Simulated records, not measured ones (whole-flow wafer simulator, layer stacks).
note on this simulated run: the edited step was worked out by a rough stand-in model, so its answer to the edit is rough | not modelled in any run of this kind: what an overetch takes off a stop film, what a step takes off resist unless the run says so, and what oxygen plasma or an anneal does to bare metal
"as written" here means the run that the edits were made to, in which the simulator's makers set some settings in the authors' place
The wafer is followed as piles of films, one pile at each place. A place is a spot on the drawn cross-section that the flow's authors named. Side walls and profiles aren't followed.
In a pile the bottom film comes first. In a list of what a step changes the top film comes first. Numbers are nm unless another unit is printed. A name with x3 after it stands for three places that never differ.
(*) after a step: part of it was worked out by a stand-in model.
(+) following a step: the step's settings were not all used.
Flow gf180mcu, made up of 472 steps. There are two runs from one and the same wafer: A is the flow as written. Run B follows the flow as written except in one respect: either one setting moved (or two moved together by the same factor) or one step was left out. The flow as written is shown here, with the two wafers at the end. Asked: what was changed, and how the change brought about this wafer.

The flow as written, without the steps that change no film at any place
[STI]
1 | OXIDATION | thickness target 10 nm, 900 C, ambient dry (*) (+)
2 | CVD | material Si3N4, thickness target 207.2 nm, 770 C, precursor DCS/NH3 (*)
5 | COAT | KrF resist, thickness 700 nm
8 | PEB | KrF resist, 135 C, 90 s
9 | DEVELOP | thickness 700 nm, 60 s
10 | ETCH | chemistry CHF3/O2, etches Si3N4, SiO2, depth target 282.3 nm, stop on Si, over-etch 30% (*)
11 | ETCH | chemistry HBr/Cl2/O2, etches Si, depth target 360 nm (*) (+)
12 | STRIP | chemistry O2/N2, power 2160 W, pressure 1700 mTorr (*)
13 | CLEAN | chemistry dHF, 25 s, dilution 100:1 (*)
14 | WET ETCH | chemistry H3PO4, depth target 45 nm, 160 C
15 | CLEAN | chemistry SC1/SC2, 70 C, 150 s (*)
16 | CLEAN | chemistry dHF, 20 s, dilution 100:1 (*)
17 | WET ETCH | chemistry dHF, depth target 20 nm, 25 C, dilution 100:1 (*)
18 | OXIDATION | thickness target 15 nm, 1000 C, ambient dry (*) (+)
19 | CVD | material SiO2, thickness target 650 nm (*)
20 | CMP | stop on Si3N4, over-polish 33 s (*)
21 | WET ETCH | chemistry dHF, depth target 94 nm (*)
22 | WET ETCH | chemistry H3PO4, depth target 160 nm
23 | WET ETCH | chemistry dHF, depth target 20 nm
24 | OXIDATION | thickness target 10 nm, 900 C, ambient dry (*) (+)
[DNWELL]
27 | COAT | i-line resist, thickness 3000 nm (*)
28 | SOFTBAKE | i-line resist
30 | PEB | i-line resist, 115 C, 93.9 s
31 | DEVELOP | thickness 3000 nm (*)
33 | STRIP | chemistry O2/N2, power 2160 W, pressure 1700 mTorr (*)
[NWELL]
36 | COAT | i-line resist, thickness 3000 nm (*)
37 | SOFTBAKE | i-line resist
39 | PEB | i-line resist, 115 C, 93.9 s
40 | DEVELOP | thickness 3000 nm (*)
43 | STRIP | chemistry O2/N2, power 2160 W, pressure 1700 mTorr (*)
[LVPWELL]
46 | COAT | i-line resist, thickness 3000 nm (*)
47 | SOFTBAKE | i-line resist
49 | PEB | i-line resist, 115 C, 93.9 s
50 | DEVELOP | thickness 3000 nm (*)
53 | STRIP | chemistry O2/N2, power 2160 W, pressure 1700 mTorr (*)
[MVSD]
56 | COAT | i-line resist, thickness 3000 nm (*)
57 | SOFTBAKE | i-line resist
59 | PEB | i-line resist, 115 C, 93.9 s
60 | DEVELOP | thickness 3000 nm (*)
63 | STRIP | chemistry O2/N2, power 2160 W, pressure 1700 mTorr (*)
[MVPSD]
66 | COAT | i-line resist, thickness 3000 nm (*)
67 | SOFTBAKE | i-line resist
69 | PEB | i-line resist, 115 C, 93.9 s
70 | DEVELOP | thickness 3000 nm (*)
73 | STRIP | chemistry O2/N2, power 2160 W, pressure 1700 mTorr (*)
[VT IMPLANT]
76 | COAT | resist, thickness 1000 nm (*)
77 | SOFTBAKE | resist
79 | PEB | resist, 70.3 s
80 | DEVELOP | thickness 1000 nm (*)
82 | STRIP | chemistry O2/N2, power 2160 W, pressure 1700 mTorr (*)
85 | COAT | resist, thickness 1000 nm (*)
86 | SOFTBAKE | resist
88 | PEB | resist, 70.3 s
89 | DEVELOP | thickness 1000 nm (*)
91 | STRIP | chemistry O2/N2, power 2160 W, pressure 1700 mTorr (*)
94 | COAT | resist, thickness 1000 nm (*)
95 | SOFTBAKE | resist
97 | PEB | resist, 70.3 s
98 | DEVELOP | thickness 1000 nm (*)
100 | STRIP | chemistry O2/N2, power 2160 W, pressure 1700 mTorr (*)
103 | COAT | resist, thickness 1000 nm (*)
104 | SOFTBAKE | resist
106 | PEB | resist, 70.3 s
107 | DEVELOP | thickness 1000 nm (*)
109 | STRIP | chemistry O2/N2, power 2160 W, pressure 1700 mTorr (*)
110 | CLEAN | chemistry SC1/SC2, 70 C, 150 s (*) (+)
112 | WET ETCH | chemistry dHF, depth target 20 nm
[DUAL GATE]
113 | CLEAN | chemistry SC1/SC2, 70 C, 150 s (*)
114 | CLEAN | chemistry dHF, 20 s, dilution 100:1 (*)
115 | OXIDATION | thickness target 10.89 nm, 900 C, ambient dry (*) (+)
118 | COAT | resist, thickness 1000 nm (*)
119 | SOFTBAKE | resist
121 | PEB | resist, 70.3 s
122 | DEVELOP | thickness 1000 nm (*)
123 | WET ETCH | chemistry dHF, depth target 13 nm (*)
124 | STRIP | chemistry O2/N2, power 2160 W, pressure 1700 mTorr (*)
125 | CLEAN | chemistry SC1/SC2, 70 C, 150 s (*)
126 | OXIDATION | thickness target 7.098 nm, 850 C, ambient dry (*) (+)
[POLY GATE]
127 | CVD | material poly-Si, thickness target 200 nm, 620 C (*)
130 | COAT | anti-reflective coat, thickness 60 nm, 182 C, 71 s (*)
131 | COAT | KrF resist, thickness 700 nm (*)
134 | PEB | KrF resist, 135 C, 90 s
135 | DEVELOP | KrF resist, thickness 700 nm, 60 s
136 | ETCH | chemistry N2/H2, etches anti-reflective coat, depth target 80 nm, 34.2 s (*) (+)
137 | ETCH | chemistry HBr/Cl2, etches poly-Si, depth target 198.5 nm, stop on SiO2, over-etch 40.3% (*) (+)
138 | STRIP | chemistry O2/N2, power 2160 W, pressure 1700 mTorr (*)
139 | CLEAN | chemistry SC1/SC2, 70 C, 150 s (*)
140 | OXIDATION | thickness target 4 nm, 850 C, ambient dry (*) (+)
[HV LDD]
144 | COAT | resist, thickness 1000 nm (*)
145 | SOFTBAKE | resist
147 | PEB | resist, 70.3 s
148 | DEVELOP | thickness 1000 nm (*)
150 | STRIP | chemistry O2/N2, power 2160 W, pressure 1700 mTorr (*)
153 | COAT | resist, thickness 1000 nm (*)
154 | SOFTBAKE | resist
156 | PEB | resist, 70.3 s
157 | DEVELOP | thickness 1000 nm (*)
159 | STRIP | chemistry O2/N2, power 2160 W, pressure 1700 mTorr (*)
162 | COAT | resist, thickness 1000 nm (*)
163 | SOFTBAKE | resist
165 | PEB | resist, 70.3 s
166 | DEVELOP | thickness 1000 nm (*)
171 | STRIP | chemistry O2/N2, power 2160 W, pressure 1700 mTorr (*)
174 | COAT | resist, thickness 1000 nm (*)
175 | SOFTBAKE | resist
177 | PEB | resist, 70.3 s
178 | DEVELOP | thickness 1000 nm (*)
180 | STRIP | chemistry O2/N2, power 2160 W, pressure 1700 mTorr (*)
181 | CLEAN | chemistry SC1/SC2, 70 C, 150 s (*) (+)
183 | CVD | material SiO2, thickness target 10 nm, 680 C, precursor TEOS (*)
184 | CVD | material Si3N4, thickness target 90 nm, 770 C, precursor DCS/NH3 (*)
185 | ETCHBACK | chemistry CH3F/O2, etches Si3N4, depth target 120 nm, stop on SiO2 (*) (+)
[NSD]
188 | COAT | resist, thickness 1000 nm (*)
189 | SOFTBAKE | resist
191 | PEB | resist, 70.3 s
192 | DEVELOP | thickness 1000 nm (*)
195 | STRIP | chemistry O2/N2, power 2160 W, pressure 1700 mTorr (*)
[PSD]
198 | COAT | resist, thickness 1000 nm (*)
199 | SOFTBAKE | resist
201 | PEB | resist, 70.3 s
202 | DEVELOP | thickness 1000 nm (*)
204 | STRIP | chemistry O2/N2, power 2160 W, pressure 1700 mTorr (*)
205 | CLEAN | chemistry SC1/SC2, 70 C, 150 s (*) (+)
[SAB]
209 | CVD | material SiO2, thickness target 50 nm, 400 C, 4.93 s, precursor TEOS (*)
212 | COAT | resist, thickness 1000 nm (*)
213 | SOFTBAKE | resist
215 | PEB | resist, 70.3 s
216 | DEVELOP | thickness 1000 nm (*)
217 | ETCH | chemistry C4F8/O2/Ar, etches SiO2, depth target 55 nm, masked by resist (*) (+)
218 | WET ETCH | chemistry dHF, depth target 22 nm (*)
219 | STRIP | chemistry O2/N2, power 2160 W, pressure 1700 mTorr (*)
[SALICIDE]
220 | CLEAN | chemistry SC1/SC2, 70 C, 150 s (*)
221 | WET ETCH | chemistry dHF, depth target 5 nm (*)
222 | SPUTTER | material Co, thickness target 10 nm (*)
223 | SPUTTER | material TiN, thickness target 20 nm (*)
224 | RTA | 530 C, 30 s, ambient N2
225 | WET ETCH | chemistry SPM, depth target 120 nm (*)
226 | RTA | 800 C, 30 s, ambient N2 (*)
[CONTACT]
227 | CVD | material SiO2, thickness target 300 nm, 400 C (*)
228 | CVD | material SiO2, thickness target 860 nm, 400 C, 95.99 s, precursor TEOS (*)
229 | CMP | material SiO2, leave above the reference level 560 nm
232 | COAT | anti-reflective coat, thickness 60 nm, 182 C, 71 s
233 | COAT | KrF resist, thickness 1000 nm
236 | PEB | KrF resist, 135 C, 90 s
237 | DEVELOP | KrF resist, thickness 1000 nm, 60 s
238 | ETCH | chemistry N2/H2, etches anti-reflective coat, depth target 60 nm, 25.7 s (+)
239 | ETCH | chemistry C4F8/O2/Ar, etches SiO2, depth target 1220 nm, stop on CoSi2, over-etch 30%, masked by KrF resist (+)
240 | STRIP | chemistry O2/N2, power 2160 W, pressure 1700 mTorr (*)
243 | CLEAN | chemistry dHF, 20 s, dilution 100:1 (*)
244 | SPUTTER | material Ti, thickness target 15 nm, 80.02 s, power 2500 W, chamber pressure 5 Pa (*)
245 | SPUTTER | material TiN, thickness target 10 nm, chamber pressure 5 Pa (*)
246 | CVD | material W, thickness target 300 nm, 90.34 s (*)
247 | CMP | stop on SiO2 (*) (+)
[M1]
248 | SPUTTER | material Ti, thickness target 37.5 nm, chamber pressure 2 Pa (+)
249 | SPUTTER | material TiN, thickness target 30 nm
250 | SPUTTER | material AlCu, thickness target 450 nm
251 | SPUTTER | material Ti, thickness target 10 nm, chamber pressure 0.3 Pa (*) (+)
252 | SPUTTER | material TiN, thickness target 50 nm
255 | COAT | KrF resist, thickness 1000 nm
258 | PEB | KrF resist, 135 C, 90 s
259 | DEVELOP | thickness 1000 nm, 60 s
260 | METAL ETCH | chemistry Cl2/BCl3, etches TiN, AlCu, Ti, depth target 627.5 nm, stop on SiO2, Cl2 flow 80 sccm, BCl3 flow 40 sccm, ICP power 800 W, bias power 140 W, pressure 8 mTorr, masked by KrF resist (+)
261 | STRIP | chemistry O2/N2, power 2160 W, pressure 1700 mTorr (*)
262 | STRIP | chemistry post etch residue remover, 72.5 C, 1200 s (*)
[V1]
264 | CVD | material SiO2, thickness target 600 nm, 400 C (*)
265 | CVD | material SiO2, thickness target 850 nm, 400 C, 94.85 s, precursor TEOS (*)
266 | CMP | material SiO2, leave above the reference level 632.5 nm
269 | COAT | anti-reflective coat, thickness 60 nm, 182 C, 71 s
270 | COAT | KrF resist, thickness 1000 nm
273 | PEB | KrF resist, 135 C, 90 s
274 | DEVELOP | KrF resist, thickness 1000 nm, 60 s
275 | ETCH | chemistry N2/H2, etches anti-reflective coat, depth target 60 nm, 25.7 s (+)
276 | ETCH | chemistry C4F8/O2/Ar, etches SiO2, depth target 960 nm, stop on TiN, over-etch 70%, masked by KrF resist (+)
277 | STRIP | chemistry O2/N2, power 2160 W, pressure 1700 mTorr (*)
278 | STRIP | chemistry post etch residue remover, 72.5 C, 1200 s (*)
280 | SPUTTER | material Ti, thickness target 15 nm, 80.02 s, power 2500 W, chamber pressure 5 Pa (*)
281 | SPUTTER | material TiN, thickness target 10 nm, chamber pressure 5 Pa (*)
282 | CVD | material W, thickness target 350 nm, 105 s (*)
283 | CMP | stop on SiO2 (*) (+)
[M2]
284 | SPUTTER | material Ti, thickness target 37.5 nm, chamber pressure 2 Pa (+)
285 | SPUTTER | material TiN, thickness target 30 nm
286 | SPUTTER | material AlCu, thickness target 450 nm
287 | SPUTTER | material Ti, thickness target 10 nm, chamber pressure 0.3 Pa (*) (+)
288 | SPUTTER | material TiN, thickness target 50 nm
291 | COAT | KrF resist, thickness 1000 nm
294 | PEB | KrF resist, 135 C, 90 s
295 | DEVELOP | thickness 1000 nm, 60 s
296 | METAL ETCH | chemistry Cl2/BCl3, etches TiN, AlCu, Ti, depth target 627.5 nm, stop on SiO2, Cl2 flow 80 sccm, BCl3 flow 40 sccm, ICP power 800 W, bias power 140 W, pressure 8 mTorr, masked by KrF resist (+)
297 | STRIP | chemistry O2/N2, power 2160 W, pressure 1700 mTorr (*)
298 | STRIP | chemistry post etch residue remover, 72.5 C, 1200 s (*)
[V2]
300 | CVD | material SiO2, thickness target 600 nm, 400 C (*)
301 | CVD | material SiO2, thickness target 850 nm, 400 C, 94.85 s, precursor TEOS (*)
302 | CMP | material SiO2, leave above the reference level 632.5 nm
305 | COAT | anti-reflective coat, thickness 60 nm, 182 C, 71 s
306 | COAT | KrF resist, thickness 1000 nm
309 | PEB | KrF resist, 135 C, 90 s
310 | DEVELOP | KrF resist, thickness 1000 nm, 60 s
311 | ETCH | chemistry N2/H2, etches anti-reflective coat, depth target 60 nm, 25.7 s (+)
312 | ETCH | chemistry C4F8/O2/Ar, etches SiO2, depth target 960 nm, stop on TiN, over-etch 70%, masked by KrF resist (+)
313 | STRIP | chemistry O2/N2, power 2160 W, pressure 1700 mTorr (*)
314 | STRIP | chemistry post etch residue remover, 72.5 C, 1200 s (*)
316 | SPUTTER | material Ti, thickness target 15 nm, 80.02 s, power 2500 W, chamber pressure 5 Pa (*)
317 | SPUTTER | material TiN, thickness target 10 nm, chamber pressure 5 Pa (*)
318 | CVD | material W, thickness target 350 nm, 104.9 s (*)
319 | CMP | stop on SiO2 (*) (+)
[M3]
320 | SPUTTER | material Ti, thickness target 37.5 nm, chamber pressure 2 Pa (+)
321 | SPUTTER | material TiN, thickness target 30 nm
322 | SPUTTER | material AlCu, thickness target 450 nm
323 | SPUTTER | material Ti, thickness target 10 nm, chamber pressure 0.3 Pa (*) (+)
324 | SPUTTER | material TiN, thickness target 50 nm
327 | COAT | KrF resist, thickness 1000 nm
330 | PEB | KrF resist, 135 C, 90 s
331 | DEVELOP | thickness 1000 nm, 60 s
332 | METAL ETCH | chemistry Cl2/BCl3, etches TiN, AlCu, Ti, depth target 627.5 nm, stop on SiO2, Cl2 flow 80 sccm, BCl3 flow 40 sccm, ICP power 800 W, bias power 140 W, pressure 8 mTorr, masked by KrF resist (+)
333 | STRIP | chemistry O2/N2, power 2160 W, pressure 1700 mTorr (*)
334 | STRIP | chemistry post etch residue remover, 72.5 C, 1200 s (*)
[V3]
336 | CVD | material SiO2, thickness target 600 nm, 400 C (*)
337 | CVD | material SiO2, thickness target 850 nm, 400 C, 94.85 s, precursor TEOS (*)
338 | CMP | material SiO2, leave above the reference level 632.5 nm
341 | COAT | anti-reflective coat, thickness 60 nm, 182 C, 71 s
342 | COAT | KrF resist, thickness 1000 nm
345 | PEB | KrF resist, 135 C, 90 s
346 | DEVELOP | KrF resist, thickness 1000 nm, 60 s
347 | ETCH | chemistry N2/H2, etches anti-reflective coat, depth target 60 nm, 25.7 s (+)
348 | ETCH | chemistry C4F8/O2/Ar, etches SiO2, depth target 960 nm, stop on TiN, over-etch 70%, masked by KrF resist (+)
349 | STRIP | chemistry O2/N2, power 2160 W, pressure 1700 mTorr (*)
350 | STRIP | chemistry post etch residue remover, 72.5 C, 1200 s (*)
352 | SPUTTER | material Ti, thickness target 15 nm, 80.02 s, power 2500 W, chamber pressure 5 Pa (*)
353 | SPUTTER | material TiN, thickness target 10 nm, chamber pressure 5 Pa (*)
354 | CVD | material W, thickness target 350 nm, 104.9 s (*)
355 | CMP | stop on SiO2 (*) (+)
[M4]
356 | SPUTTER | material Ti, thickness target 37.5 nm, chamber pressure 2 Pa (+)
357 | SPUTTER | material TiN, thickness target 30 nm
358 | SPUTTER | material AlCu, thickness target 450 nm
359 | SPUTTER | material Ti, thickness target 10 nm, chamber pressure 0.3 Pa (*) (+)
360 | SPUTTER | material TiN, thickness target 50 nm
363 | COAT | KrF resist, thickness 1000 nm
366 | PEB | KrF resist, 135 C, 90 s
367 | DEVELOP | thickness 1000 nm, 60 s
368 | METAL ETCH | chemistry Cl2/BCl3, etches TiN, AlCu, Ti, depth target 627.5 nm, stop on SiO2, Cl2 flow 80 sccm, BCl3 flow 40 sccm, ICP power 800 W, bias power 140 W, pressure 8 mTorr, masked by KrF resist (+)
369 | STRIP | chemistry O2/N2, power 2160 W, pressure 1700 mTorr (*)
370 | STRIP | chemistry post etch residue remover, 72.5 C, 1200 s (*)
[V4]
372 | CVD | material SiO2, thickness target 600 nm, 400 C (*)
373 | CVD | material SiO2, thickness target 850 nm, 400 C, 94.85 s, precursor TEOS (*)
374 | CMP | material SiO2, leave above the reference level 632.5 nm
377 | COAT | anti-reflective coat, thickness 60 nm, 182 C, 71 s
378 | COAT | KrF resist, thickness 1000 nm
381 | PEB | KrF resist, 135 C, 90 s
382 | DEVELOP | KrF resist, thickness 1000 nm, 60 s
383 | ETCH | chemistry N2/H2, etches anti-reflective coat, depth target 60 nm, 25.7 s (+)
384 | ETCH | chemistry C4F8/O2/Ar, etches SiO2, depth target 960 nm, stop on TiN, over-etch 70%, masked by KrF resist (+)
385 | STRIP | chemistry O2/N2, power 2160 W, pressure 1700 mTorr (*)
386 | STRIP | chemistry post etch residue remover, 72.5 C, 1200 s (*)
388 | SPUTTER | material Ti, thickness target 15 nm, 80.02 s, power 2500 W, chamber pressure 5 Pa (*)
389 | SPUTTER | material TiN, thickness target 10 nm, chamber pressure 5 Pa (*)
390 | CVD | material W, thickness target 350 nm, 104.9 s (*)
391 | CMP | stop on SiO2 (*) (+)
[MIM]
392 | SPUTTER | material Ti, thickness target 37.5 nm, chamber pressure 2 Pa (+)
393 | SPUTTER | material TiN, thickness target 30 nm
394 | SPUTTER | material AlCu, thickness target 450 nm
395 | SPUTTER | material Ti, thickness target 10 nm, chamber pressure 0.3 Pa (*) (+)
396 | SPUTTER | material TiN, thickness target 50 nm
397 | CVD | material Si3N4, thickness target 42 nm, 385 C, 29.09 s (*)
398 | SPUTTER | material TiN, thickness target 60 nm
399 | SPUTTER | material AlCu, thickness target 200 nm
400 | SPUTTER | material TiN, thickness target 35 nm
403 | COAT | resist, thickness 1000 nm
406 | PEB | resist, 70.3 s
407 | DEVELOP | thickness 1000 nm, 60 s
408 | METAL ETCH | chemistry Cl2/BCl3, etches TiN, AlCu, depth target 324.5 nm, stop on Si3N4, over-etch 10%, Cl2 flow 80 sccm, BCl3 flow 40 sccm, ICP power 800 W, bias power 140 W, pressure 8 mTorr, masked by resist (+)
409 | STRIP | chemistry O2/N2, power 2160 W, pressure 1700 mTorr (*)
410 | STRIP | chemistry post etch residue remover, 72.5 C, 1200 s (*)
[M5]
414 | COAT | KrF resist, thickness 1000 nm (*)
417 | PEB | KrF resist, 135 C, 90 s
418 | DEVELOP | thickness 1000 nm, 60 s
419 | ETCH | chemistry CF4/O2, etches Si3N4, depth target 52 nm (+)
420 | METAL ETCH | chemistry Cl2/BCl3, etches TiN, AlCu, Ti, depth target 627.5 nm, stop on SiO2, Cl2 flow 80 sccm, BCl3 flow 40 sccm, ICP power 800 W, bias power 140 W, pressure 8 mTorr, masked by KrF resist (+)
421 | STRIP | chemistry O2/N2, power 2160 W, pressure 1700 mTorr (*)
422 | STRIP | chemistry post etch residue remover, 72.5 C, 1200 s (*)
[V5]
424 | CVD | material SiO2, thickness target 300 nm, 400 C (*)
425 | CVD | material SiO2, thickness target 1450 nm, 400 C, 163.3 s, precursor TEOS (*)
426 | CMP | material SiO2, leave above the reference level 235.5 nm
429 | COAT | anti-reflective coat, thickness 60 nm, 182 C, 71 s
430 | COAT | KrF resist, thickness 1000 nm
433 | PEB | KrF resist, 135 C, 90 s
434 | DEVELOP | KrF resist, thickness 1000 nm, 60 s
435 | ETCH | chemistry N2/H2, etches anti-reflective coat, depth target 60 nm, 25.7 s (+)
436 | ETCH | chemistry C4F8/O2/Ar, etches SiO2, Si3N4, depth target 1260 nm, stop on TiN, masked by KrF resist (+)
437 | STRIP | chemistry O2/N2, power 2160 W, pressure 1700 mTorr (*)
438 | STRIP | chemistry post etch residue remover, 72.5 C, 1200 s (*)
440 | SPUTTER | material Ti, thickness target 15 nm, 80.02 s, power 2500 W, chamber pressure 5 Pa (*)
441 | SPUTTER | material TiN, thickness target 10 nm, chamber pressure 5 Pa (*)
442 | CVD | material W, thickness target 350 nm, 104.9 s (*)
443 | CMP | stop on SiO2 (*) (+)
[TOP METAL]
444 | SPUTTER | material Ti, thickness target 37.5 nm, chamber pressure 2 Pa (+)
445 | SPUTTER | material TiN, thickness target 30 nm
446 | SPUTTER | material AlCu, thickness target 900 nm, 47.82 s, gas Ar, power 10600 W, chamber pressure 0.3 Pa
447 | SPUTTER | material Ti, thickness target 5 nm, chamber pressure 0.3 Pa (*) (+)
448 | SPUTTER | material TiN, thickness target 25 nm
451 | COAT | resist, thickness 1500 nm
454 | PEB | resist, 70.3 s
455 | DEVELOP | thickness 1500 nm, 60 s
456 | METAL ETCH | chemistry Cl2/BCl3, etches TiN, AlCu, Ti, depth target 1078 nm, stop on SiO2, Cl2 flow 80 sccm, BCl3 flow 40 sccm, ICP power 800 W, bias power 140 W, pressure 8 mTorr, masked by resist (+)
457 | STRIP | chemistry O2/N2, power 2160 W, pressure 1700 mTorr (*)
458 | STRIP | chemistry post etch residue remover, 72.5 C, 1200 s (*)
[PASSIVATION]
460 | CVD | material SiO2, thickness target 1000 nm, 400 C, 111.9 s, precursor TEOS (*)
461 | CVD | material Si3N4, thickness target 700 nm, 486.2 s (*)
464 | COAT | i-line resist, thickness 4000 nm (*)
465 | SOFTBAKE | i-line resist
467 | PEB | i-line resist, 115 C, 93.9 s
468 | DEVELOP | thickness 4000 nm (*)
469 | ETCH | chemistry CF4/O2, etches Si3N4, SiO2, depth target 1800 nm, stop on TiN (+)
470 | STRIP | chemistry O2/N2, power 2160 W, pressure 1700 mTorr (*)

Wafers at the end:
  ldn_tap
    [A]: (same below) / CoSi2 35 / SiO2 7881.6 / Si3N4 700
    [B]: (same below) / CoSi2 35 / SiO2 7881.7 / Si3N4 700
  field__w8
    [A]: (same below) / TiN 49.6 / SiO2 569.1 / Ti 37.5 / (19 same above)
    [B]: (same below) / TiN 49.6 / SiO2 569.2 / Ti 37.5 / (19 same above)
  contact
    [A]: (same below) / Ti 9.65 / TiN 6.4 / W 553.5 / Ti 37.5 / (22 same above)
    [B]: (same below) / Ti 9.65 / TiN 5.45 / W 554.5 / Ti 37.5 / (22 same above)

What caused this: step 353, SPUTTER: thickness target 8.5 nm was run, though the flow has thickness target 10 nm.

Step by step, how the change led to this:
  353 | SPUTTER | material TiN, thickness target 10 nm, chamber pressure 5 Pa (*)
      field, field__w1, field__w2 and 107 more: A +10 TiN (new film) | B +8.5 TiN (new film)
      contact: A +6.4 TiN (new film) | B +5.45 TiN (new film)
  355 | CMP | stop on SiO2 (*) (+)
      field, field__w1, field__w2 and 107 more: A -350 W (all of it), -10 TiN (all of it), -15 Ti (all of it), -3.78 SiO2 | B -350 W (all of it), -8.5 TiN (all of it), -15 Ti (all of it), -3.77 SiO2
